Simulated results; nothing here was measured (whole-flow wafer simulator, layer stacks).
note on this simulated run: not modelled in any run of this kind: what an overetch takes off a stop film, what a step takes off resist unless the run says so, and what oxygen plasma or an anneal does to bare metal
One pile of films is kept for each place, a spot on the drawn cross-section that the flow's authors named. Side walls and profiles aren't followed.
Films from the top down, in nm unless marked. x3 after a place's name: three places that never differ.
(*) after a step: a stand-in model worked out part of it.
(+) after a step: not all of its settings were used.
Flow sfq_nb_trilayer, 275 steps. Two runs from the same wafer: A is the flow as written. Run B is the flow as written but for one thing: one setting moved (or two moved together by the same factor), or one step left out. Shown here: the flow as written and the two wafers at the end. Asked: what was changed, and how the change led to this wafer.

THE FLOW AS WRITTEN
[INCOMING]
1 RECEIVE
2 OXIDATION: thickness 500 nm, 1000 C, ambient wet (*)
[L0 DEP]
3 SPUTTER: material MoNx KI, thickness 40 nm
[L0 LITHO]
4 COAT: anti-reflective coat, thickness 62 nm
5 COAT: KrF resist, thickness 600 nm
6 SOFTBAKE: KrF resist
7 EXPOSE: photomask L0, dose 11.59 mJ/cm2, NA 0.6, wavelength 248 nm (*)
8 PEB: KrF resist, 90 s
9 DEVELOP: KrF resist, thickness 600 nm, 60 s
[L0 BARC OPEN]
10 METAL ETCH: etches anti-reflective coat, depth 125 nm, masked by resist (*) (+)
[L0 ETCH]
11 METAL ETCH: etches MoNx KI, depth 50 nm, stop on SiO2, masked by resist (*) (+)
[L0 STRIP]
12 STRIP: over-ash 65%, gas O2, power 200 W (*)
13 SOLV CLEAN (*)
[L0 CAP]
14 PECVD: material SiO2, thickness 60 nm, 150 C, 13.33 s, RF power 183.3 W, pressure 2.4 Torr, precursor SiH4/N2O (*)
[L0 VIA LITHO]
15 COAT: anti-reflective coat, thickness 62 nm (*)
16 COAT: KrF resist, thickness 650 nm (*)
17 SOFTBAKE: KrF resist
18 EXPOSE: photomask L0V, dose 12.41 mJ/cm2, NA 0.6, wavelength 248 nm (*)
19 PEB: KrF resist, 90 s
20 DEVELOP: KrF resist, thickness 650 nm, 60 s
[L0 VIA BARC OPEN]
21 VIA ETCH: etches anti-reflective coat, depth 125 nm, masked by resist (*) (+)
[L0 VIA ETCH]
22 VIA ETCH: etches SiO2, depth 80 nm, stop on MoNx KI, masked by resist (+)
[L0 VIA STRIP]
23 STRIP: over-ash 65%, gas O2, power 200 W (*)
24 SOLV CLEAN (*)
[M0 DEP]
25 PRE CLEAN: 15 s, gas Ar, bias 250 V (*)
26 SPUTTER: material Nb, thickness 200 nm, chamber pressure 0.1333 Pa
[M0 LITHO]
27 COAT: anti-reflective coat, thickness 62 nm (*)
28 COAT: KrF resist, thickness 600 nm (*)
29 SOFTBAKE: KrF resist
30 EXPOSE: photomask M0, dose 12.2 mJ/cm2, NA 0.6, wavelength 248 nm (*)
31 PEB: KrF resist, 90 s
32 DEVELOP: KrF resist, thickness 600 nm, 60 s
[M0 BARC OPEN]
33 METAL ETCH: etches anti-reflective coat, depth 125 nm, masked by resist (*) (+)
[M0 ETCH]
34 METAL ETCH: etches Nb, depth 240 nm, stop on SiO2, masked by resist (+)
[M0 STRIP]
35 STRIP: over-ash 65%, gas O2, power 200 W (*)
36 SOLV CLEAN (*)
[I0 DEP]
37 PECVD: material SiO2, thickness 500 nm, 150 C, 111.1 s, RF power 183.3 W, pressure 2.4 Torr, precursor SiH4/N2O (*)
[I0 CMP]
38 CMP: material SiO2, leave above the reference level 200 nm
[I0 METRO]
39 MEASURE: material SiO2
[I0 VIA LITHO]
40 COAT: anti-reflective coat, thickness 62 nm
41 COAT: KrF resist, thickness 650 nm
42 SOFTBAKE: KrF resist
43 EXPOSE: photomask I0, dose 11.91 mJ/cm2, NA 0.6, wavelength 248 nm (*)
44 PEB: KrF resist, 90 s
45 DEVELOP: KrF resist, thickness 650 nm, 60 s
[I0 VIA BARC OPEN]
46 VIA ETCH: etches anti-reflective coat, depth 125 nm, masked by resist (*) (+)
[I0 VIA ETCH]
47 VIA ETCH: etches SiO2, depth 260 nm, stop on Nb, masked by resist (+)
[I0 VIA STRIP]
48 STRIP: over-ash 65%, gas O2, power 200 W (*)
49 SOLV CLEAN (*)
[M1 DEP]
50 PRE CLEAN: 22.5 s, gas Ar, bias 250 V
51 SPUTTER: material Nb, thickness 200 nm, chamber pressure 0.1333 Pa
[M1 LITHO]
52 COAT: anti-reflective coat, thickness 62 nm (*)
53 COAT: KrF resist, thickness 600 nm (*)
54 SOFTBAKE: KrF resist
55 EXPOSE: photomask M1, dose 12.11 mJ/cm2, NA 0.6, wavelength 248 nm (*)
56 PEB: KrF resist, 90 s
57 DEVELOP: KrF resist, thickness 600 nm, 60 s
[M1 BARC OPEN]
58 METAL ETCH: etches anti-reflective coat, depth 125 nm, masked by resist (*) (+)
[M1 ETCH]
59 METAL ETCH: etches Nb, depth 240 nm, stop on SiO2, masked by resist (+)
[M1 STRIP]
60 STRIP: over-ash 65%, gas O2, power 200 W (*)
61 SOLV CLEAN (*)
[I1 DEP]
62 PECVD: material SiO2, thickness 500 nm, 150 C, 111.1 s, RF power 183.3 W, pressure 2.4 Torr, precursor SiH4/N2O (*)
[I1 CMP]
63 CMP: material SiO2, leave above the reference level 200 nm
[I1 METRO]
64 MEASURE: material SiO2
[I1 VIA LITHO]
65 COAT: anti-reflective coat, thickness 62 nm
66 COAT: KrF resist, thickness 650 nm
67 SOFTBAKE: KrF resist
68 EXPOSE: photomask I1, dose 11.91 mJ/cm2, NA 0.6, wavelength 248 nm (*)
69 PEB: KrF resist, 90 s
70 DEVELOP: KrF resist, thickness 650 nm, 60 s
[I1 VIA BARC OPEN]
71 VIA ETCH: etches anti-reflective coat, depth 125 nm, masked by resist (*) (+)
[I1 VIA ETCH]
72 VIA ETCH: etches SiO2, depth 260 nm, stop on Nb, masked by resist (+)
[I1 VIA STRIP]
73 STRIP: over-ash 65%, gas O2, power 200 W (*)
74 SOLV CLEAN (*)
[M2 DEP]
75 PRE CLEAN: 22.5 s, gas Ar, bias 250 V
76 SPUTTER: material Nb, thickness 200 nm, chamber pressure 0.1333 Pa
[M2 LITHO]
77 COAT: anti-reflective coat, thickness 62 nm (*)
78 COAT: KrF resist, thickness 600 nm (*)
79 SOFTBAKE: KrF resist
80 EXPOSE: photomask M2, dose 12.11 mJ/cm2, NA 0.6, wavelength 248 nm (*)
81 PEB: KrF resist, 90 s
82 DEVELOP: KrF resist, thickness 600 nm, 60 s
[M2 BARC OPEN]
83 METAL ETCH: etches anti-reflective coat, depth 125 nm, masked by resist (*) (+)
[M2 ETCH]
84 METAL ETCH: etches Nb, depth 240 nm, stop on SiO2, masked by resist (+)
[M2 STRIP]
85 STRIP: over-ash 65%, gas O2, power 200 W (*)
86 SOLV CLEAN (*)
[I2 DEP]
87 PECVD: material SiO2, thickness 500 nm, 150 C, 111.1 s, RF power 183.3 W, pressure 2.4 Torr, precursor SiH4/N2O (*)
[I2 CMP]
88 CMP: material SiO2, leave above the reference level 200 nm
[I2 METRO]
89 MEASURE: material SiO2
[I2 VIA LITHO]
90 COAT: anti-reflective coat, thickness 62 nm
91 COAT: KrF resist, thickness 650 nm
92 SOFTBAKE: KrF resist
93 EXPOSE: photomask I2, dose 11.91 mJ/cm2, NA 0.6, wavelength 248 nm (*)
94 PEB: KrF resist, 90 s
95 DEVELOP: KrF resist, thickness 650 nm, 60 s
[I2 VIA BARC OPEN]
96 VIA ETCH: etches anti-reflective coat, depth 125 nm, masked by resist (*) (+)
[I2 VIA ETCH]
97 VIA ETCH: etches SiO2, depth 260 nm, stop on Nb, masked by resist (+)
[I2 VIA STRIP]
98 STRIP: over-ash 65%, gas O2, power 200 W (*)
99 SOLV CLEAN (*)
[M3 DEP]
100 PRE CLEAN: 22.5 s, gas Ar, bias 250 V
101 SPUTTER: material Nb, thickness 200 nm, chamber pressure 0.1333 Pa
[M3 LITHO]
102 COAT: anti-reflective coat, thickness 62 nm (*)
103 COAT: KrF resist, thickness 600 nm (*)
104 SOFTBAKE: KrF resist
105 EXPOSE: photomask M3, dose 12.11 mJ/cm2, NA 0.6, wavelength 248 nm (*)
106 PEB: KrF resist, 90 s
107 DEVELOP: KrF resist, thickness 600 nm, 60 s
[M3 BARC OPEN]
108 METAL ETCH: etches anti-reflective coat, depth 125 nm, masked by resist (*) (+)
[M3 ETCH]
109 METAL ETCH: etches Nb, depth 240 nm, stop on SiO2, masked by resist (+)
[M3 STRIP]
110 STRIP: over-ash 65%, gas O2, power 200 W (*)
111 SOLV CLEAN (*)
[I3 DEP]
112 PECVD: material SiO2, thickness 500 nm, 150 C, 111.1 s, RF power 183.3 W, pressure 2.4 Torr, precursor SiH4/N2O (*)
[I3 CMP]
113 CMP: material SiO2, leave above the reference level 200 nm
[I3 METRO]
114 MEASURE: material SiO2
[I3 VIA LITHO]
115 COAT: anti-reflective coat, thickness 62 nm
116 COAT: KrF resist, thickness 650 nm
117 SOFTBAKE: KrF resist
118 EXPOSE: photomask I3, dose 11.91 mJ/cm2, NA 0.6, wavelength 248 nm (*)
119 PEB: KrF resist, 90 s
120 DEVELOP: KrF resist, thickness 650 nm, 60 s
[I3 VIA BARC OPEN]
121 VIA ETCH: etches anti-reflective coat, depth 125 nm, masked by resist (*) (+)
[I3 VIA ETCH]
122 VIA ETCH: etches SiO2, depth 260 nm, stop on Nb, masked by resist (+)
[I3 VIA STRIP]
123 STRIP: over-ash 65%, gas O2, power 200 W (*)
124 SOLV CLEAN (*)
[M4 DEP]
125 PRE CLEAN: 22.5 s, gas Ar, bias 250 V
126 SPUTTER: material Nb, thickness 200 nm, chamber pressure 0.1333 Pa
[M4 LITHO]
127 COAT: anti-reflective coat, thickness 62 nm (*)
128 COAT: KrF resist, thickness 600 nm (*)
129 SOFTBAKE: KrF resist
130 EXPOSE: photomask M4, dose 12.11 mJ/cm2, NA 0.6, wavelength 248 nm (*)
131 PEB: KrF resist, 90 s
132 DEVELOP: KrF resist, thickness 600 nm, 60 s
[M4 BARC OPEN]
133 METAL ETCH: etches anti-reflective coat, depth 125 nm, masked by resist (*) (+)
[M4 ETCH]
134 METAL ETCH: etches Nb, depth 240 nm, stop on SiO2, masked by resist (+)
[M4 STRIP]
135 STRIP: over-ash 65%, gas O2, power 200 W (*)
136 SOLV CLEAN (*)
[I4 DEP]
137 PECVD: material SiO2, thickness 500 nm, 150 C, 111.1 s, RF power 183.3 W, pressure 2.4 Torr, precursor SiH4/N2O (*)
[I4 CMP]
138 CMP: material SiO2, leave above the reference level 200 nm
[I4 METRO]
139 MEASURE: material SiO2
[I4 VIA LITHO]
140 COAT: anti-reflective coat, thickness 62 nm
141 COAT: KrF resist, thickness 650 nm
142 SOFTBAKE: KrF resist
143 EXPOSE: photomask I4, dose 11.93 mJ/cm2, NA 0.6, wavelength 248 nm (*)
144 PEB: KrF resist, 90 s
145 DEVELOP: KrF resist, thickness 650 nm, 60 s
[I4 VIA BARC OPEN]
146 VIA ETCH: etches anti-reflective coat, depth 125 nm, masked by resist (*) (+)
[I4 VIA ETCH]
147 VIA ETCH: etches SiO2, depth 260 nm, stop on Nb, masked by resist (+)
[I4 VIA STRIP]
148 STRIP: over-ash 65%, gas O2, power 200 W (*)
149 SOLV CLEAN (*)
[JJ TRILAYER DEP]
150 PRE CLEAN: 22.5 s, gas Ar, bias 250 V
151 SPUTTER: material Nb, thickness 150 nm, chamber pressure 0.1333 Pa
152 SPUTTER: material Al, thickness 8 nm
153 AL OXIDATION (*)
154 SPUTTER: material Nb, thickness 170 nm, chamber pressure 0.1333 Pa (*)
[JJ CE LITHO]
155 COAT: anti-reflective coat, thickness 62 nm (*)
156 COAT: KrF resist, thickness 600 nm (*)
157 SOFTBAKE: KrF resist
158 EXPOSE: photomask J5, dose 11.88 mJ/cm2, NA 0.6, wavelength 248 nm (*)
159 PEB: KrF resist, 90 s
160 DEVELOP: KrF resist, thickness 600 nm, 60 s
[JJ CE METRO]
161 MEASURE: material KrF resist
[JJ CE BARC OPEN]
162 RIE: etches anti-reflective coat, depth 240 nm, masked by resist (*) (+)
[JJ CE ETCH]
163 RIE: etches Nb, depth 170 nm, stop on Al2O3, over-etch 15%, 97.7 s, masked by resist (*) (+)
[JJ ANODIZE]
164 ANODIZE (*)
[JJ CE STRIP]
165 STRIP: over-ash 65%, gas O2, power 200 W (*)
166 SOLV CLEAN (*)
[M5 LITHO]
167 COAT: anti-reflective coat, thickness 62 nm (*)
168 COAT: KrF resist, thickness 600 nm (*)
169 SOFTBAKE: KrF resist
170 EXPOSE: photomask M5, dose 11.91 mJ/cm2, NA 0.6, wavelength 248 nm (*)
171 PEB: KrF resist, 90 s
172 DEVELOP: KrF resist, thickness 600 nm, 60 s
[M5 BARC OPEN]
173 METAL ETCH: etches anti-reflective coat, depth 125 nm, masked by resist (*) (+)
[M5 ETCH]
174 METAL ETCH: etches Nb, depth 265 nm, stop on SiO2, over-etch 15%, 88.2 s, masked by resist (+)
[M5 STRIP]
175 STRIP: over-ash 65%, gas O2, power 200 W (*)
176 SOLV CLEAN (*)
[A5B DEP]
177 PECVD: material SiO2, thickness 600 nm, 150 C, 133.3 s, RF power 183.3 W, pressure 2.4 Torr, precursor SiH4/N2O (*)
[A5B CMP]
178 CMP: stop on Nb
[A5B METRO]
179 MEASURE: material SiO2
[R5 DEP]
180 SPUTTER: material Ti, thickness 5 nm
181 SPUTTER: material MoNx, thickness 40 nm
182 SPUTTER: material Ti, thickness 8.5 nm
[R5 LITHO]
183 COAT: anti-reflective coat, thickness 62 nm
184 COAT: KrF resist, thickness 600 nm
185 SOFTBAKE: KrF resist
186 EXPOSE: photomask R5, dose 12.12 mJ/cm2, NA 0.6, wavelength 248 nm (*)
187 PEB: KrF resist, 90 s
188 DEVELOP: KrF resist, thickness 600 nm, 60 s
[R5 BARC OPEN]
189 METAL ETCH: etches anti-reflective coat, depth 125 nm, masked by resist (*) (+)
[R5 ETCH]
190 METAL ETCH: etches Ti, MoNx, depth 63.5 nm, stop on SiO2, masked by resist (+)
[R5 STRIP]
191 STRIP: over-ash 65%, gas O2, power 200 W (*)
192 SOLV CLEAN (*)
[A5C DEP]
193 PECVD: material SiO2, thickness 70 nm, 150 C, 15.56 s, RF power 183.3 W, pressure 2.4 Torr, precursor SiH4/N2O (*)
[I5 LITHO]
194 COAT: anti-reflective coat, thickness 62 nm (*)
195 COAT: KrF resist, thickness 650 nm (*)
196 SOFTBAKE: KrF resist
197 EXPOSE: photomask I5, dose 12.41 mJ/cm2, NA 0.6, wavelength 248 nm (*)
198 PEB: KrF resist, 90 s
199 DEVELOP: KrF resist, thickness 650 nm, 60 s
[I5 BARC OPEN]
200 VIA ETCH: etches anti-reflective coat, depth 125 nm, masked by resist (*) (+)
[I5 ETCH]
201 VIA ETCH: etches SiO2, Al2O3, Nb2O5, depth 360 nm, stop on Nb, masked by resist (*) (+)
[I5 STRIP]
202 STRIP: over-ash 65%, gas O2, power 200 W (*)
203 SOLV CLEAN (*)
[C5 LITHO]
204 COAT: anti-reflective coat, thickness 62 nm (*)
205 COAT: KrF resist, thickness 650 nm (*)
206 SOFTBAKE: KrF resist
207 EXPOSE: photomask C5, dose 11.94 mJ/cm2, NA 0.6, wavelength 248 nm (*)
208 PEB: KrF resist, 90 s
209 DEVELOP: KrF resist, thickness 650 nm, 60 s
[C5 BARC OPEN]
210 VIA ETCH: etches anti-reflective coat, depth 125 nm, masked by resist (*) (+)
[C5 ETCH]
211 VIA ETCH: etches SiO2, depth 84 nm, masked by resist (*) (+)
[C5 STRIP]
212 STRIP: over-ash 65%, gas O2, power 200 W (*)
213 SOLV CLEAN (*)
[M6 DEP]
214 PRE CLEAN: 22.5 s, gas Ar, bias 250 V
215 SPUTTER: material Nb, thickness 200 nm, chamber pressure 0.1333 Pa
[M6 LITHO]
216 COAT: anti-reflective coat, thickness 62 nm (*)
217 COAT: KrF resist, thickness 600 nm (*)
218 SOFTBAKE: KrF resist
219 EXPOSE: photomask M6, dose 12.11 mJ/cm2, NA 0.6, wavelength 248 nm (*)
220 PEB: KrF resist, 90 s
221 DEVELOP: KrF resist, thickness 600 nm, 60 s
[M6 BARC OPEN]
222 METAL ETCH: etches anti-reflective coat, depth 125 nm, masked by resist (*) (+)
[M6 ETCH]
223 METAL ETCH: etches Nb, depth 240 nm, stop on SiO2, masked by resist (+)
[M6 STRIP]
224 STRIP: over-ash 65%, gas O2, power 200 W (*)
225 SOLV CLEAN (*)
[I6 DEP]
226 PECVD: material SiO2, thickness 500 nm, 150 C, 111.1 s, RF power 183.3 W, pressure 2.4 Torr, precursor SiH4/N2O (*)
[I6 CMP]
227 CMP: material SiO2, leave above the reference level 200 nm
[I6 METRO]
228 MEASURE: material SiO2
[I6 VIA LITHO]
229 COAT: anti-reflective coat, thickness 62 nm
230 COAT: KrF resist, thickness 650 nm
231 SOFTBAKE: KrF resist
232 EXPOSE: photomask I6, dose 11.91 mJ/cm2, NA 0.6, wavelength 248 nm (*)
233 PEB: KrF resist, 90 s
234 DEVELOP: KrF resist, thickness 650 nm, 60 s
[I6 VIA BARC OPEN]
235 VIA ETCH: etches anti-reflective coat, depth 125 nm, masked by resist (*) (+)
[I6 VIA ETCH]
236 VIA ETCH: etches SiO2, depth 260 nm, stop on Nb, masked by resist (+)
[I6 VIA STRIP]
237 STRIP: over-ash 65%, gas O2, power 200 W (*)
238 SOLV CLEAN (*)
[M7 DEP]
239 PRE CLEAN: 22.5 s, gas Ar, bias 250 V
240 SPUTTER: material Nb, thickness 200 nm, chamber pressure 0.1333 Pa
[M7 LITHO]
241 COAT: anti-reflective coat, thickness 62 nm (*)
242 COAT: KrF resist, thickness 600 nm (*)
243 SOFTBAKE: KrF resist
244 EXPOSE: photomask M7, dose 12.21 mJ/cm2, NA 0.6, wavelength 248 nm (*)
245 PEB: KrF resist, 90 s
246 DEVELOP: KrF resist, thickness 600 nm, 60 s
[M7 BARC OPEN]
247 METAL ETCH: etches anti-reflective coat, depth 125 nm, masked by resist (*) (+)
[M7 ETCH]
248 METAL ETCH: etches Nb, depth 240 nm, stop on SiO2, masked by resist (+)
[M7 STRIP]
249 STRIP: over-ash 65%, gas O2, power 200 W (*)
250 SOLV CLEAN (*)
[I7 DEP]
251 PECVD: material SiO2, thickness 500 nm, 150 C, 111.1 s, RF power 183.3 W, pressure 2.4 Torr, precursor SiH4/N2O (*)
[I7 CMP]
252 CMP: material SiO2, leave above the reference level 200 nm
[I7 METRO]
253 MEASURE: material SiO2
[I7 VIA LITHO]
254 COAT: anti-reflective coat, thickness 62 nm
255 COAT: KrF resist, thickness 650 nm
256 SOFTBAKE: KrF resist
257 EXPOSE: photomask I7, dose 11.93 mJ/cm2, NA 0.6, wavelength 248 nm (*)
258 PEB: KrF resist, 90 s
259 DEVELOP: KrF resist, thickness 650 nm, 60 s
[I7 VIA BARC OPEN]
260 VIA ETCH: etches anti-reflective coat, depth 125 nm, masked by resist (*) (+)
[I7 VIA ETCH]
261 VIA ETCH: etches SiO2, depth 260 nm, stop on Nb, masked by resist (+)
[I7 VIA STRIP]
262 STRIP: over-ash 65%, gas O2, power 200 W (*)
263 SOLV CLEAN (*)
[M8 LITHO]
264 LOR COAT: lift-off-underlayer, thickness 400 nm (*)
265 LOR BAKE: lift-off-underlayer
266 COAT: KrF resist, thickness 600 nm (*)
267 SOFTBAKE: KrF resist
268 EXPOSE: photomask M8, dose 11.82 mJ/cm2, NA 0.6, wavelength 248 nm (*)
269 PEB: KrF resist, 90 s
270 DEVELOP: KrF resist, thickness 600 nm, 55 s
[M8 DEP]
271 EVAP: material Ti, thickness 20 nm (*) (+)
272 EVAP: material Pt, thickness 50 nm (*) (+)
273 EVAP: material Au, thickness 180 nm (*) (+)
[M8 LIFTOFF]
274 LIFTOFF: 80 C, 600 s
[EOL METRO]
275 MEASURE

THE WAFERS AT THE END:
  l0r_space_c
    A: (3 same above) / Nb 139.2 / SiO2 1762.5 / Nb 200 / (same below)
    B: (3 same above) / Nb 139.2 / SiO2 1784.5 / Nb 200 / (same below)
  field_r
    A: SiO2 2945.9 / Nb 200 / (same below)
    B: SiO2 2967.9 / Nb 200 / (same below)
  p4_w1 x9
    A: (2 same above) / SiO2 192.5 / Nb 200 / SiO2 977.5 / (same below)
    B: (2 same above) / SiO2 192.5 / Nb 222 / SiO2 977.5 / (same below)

The cause: step 101, SPUTTER: thickness 222 nm was run, where the flow has thickness 200 nm.
It can be read off the wafer: p4_w1 x9 has Nb 222, and step 101 as written asks for 200 nm.

How the change led to this, step by step:
  101 SPUTTER: material Nb, thickness 200 nm, chamber pressure 0.1333 Pa
      field_l, v_sur, via_wl and 102 more: A Nb +200 (new film) | B Nb +222 (new film)
      via_w: A Nb +165.5 | B Nb +184
  109 METAL ETCH: etches Nb, depth 240 nm, stop on SiO2, masked by resist (+)
      field_l, be, be_sur and 72 more: A Nb -200 (all of it) | B Nb -222 (all of it)
  112 PECVD: material SiO2, thickness 500 nm, 150 C, 111.1 s, RF power 183.3 W, pressure 2.4 Torr, precursor SiH4/N2O (*)
      p4_g1 x2, p3_s0 x6: A SiO2 +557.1 | B SiO2 +579.1
  113 CMP: material SiO2, leave above the reference level 200 nm
      field_l, be, be_sur and 64 more: A SiO2 -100 | B SiO2 -78
